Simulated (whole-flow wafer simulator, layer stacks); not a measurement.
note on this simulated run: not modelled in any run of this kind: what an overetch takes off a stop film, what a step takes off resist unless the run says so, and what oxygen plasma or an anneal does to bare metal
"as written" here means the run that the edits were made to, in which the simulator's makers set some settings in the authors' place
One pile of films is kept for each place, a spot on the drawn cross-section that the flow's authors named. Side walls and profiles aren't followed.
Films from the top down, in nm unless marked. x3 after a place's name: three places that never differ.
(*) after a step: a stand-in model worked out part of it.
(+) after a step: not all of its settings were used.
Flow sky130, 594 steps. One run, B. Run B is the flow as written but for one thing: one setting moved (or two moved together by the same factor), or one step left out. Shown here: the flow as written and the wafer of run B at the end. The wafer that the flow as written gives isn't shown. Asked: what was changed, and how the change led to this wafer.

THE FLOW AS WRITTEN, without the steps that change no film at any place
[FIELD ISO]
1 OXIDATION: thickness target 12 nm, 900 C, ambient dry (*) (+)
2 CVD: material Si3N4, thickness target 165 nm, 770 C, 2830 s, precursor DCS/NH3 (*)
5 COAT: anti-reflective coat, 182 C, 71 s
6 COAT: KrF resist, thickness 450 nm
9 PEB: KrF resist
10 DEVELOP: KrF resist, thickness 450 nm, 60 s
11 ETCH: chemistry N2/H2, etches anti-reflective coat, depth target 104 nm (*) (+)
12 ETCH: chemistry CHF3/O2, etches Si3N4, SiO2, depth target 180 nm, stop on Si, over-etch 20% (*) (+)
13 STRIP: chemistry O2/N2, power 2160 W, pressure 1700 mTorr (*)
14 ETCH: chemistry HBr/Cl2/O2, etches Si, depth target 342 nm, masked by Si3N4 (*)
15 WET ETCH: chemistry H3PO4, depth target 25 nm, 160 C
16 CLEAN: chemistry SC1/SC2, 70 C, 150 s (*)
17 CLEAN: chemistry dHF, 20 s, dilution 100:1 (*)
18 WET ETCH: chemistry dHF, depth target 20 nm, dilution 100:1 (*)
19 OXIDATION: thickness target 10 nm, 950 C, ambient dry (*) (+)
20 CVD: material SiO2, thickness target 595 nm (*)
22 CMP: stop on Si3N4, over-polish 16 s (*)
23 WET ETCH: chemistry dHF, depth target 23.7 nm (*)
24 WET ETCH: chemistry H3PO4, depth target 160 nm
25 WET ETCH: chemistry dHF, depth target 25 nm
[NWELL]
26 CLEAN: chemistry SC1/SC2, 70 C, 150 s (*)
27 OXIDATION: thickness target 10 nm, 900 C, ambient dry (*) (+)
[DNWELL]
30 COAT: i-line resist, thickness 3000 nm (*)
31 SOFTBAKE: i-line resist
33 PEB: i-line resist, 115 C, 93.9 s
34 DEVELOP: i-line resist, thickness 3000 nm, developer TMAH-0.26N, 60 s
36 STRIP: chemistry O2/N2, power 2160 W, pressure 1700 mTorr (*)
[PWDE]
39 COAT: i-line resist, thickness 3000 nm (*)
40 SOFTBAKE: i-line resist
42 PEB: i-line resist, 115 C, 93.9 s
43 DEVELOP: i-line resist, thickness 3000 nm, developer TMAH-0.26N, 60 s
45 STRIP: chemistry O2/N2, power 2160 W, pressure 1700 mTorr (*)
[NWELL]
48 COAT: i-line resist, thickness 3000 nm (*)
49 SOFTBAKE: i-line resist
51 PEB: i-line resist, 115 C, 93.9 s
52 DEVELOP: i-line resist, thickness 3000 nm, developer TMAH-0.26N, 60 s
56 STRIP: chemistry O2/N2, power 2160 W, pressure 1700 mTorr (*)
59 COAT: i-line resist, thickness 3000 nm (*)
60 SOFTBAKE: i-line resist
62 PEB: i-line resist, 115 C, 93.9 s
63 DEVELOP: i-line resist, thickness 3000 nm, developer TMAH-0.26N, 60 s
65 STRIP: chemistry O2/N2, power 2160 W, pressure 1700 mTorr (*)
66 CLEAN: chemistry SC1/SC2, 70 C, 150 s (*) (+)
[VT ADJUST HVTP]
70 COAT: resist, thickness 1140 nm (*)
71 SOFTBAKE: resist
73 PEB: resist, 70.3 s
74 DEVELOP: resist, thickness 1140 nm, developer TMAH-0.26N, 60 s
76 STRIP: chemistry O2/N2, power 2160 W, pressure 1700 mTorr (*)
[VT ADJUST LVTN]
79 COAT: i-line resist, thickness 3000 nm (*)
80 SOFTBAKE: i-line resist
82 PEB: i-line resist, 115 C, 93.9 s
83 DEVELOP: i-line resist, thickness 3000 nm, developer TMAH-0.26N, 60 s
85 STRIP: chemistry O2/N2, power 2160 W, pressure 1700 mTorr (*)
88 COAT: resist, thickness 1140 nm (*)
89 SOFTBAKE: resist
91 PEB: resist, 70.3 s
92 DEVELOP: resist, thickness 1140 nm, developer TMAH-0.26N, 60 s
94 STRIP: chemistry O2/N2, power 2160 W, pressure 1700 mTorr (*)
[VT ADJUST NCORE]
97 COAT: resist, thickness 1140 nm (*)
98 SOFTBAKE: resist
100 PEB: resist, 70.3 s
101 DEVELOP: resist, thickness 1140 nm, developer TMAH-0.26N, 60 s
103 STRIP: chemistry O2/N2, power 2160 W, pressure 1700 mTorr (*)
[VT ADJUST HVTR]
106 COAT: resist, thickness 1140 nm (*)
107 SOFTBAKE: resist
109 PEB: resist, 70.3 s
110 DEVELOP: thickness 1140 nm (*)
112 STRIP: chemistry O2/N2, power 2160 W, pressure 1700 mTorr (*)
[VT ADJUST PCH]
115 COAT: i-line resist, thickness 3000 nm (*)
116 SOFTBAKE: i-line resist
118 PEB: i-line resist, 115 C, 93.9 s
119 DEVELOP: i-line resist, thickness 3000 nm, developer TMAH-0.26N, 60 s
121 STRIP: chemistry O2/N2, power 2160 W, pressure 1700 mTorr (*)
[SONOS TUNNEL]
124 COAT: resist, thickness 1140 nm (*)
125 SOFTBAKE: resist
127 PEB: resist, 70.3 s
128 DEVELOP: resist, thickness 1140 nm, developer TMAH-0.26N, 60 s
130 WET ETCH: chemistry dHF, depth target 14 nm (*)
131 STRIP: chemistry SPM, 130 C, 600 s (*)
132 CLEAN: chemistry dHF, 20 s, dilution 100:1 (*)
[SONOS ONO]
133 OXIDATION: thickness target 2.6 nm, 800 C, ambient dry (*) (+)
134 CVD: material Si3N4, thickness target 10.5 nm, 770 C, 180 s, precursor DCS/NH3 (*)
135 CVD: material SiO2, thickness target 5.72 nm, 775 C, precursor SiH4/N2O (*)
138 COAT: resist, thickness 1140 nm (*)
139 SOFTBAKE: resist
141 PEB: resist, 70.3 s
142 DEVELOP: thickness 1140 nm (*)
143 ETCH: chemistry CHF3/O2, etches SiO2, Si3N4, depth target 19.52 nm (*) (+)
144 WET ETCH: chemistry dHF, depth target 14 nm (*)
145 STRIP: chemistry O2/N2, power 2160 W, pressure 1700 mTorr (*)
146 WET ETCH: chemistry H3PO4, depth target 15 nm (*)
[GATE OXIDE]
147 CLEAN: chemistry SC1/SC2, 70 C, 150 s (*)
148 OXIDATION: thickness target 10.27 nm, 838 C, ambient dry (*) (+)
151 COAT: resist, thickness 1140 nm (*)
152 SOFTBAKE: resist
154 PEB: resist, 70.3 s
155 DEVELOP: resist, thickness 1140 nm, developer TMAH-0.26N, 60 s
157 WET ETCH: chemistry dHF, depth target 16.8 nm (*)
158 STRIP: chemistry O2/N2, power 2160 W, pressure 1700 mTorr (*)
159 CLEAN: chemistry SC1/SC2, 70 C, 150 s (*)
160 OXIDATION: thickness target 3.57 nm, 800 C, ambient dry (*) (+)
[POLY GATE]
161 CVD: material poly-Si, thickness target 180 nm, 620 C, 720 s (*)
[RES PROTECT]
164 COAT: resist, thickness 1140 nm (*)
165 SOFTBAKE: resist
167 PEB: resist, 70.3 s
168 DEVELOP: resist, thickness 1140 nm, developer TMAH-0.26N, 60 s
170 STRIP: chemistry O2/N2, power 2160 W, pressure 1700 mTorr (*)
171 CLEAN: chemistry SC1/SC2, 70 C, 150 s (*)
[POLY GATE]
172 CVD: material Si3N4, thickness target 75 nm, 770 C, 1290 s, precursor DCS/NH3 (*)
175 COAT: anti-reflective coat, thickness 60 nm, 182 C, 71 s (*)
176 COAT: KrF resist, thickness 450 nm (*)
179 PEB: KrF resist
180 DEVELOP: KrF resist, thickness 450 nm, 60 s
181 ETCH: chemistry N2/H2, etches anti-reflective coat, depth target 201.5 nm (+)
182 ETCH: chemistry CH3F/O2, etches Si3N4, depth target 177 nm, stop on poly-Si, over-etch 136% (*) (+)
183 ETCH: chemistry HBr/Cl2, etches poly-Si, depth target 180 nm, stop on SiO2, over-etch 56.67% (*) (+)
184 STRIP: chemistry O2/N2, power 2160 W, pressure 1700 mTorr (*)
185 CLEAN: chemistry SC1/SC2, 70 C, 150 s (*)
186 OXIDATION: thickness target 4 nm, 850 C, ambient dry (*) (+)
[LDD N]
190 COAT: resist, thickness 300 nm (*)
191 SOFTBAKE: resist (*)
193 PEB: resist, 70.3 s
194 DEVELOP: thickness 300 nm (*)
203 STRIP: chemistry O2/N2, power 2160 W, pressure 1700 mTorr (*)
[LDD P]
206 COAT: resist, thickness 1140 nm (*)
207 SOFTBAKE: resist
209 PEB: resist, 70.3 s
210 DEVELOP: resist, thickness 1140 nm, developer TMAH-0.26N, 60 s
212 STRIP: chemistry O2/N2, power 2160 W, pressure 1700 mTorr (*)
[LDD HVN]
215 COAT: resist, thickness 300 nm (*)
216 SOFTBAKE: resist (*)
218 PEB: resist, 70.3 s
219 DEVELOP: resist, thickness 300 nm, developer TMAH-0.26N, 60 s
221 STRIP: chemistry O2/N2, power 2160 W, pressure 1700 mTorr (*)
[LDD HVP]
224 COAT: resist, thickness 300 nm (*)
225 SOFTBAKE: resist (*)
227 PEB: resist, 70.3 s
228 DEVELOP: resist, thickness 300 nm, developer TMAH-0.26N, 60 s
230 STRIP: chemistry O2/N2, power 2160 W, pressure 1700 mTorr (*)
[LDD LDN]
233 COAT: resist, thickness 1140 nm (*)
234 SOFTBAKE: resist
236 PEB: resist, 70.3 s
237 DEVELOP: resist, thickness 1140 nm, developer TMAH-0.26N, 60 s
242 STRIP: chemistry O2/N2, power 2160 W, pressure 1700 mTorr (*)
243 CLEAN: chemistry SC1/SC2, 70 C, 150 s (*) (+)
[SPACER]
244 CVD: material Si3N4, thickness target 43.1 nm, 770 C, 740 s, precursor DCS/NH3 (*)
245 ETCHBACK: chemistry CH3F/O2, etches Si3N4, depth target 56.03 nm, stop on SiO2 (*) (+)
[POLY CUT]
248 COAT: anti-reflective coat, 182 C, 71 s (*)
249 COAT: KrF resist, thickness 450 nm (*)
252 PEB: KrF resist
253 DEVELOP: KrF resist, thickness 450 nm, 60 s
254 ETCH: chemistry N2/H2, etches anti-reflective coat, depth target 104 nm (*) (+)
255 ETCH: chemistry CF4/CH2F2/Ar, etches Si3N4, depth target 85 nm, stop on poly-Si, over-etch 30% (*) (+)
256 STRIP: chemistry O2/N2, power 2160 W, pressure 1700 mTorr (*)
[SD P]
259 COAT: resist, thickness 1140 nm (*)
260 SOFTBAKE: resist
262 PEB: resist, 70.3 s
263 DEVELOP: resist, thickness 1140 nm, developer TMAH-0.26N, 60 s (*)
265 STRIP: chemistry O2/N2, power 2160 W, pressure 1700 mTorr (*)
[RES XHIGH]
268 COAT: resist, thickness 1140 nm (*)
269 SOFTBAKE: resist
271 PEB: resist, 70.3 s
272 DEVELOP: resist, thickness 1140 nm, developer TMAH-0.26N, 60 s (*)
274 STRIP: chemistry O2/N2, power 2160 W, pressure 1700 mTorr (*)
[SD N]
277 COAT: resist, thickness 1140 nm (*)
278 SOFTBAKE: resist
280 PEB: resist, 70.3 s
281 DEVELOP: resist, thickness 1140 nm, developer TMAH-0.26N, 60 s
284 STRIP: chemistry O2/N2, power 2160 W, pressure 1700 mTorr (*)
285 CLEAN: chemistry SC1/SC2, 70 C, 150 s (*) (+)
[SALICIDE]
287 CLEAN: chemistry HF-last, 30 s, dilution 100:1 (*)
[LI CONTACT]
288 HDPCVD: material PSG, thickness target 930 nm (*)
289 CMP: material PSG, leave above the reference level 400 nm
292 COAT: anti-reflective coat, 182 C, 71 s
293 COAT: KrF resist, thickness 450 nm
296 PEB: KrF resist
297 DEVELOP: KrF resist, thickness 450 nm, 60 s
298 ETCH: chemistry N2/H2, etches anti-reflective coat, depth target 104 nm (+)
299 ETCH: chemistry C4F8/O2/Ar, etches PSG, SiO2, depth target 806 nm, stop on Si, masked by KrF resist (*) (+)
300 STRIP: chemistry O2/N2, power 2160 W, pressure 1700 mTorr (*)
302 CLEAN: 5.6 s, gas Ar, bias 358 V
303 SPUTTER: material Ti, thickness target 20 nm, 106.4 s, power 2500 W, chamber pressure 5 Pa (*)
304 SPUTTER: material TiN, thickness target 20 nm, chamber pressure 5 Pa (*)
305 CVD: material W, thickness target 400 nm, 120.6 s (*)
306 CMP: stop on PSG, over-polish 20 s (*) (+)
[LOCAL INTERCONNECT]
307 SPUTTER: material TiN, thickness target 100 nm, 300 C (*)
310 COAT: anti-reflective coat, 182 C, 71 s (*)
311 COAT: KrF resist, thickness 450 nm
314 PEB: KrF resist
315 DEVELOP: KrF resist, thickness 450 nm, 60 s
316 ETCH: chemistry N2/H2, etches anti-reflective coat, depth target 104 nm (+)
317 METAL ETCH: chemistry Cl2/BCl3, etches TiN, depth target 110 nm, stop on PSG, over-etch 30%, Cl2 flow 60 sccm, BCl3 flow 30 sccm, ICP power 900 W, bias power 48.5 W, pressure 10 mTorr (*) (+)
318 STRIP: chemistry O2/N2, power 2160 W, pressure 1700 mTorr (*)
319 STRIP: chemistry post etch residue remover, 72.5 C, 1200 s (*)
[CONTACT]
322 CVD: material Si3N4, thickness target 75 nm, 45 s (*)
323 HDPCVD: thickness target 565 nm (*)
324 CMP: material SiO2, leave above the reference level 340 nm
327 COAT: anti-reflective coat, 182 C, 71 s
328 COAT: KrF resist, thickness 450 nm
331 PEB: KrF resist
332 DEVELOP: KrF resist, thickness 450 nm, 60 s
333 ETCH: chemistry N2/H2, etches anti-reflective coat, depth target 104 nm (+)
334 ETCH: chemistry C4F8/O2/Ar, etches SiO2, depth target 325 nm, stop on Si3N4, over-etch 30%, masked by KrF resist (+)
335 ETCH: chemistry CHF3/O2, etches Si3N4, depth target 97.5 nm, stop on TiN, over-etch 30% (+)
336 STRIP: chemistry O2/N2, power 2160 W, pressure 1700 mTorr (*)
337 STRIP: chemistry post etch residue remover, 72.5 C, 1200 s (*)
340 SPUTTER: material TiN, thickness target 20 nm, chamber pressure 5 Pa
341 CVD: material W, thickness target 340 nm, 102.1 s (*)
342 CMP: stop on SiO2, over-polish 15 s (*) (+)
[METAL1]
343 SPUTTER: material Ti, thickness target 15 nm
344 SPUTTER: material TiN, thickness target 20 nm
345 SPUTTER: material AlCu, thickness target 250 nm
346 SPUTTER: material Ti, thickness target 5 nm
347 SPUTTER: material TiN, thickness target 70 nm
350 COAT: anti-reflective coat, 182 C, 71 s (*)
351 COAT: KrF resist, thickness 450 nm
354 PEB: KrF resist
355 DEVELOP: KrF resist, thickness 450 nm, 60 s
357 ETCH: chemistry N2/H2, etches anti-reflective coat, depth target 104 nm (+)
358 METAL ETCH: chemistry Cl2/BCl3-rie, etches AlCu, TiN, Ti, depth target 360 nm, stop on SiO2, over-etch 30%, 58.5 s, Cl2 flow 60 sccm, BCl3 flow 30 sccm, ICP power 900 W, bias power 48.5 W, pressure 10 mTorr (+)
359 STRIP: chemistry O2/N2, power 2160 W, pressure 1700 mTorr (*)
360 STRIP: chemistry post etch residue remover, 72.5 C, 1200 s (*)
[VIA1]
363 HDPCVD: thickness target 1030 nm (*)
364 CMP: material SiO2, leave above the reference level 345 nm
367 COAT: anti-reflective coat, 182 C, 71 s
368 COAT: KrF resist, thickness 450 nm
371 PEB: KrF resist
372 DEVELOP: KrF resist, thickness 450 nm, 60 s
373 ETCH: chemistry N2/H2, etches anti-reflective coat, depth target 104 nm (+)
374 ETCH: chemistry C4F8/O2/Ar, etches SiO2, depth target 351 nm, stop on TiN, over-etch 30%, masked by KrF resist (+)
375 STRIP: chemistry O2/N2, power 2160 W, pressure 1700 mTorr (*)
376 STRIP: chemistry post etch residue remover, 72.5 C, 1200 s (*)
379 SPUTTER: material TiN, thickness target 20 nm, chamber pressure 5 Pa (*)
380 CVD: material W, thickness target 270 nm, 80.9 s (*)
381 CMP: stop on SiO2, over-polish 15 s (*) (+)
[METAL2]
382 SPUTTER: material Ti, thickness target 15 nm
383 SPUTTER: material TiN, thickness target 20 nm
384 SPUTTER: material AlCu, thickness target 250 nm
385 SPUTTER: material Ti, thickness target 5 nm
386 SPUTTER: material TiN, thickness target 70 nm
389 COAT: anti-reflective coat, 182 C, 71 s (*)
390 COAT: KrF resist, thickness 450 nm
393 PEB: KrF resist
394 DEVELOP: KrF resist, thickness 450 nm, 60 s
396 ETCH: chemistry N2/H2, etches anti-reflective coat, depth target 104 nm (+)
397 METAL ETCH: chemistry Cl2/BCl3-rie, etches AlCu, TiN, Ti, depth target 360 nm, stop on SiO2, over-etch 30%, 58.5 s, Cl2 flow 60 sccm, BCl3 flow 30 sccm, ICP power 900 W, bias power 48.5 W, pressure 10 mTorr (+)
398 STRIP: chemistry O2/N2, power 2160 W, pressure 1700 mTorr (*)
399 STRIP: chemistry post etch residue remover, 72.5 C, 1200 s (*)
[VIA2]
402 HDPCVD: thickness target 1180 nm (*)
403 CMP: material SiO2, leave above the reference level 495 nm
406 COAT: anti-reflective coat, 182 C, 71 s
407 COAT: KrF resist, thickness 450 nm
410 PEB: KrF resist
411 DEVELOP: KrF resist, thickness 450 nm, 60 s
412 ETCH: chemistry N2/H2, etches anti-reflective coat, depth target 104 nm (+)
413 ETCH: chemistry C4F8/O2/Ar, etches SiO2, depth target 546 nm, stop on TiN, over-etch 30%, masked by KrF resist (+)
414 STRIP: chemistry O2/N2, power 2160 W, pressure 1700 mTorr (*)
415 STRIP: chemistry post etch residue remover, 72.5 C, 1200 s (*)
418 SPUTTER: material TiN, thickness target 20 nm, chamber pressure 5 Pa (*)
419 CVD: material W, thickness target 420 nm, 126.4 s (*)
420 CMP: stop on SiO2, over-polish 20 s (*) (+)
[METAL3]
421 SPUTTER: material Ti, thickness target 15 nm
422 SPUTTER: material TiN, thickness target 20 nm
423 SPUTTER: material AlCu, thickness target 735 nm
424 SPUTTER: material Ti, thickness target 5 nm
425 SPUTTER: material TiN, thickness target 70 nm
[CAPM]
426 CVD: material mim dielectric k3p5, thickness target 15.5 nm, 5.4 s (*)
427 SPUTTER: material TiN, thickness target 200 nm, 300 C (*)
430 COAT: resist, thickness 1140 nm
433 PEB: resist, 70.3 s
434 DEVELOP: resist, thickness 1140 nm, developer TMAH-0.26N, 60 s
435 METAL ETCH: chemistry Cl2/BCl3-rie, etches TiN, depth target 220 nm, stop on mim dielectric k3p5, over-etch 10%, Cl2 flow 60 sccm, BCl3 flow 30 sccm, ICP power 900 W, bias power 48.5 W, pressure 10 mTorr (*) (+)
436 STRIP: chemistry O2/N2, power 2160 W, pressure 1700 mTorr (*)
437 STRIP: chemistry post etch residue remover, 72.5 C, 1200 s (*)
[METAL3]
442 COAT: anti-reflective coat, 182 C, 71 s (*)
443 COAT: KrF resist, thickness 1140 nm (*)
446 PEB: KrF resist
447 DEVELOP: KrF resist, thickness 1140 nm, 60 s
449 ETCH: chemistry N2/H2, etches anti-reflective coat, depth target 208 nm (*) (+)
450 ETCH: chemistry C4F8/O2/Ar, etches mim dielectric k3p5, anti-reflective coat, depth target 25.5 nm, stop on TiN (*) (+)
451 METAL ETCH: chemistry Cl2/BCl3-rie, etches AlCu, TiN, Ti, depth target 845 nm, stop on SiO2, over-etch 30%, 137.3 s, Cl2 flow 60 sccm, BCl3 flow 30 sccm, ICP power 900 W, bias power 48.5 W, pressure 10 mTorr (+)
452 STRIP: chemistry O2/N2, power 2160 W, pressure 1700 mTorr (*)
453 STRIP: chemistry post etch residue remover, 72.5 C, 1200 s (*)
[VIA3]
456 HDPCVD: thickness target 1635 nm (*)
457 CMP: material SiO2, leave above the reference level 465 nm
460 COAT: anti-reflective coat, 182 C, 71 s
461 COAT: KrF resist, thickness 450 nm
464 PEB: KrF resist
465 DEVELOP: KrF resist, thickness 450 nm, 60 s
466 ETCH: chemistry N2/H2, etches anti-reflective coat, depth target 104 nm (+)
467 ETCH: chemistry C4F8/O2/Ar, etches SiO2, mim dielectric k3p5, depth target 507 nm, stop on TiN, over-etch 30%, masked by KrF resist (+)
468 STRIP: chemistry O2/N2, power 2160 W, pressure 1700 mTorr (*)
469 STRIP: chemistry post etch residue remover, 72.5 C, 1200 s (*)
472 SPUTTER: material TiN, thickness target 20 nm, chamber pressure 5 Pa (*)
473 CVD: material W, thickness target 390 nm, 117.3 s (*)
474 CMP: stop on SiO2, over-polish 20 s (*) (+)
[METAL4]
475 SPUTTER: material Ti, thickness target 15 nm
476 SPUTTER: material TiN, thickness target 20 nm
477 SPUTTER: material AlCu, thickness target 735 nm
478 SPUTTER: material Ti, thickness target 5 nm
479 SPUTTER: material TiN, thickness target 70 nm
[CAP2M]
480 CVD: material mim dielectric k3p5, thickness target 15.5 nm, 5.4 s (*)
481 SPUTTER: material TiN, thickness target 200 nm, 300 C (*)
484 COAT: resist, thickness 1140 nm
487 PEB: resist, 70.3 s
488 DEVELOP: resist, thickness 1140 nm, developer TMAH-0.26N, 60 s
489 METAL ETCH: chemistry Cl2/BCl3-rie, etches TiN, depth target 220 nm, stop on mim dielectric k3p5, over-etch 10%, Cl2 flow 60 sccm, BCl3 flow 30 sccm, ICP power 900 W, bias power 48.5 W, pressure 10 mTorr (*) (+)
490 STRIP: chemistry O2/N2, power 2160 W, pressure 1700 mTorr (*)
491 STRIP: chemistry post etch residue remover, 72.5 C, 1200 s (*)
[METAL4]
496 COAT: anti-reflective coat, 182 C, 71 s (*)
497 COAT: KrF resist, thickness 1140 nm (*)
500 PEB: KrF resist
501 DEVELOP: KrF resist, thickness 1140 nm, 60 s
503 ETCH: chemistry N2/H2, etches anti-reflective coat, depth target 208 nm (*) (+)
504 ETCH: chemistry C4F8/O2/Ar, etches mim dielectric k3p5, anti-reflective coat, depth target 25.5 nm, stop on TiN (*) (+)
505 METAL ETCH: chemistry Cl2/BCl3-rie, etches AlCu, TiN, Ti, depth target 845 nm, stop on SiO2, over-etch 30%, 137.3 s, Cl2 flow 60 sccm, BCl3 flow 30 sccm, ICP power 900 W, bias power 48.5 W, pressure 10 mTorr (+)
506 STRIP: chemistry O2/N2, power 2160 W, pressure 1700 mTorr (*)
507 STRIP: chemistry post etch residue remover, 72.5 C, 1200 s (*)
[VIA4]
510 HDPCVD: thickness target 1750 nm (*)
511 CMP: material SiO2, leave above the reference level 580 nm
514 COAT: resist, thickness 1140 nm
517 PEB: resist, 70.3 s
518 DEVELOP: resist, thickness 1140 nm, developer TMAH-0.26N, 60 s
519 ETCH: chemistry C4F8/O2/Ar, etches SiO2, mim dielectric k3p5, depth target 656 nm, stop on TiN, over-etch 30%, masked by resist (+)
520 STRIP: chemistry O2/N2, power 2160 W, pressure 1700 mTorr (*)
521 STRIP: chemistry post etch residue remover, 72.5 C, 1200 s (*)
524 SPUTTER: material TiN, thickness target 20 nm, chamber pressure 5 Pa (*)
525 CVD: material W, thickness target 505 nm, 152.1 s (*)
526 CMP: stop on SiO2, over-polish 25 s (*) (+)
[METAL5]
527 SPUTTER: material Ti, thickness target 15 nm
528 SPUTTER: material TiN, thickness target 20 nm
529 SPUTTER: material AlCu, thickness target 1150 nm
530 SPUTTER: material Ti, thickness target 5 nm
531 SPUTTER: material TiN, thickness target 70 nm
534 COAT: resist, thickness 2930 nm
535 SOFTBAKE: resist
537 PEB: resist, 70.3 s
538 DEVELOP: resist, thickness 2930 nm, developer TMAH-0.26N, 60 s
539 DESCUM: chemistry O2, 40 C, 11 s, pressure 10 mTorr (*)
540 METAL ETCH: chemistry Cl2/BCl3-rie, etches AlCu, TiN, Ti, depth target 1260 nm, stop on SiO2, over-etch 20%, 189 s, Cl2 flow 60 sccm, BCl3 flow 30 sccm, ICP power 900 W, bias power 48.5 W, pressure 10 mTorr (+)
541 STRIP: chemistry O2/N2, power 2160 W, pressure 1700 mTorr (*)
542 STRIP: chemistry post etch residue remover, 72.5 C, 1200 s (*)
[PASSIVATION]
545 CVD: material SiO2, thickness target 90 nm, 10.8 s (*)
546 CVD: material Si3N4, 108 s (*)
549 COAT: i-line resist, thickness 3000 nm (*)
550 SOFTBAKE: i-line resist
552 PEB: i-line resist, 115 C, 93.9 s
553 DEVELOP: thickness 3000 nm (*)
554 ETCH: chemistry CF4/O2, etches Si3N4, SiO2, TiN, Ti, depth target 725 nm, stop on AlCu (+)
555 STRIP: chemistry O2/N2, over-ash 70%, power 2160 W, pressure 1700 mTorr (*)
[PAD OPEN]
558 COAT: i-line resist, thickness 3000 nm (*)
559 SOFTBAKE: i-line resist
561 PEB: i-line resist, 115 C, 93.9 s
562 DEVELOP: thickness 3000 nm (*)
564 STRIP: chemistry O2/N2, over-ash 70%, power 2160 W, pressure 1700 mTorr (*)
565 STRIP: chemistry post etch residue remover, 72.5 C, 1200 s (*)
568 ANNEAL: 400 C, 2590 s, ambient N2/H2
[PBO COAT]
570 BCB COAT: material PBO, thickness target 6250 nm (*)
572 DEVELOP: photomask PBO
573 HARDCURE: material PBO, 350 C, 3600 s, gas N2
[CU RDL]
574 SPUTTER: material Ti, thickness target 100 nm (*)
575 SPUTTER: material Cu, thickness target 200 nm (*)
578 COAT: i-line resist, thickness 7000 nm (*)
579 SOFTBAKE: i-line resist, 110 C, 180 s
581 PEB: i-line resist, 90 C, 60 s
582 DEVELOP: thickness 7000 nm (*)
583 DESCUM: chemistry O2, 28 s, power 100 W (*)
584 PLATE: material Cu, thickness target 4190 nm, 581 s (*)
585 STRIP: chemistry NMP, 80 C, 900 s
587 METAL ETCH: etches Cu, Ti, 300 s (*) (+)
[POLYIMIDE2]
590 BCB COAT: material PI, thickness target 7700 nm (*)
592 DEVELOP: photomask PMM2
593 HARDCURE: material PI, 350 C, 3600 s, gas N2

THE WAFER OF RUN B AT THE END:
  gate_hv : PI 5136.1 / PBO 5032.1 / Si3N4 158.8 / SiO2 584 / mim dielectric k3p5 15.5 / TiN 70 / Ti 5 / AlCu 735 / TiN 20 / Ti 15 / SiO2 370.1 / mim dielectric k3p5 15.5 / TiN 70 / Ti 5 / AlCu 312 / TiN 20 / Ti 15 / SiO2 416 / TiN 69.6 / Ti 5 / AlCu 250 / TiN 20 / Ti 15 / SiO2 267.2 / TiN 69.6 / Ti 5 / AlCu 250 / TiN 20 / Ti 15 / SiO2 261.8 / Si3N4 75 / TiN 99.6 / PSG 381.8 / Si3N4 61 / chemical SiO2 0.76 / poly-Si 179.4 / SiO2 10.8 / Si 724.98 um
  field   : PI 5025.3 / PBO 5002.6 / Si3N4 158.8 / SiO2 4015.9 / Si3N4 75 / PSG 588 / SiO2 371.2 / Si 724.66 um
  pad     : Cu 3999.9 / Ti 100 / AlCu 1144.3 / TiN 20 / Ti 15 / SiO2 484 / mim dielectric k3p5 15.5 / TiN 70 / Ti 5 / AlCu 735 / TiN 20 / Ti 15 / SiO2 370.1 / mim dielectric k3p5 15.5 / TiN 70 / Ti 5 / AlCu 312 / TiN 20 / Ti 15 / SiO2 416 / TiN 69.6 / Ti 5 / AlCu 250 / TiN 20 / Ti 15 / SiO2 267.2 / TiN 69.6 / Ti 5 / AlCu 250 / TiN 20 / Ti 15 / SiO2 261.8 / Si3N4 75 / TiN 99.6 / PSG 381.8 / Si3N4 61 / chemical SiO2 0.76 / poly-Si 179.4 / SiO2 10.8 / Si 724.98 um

The cause: step 423, SPUTTER: thickness target 312 nm was run, where the flow has thickness target 735 nm.
It can be read off the wafer: gate_hv has AlCu 312, and step 423 as written asks for 735 nm.

How the change led to this, step by step:
  423 SPUTTER: material AlCu, thickness target 735 nm
      field, active, n_well and 188 more: AlCu +312 (new film) (as written it would be: AlCu +735 (new film))
  451 METAL ETCH: chemistry Cl2/BCl3-rie, etches AlCu, TiN, Ti, depth target 845 nm, stop on SiO2, over-etch 30%, 137.3 s, Cl2 flow 60 sccm, BCl3 flow 30 sccm, ICP power 900 W, bias power 48.5 W, pressure 10 mTorr (+)
      field, gate, spacer and 61 more: TiN -70 (all of it), Ti -5 (all of it), AlCu -312 (all of it), TiN -20 (all of it), Ti -15 (all of it), SiO2 -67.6 (as written it would be: TiN -70 (all of it), Ti -5 (all of it), AlCu -735 (all of it), TiN -20 (all of it), Ti -15 (all of it), SiO2 -25.4)
      vpp_ln, vpp_iso2, ndiff_ln, ndiff_cd, via1_hole, via1_enc, via_li1, m2_ln_cd: TiN -70 (all of it), Ti -5 (all of it), AlCu -312 (all of it), TiN -20 (all of it), Ti -15 (all of it), SiO2 -67.6 (as written it would be: TiN -70 (all of it), Ti -5 (all of it), AlCu -735 (all of it), TiN -20 (all of it), Ti -15 (all of it), SiO2 -25.3)
      (and at 13 more places)
  457 CMP: material SiO2, leave above the reference level 465 nm
      field, active, gate and 80 more: SiO2 -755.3 (as written it would be: SiO2 -374.7)
      poly_licon, rpo_hd_licon: SiO2 -755.4 (as written it would be: SiO2 -374.7)
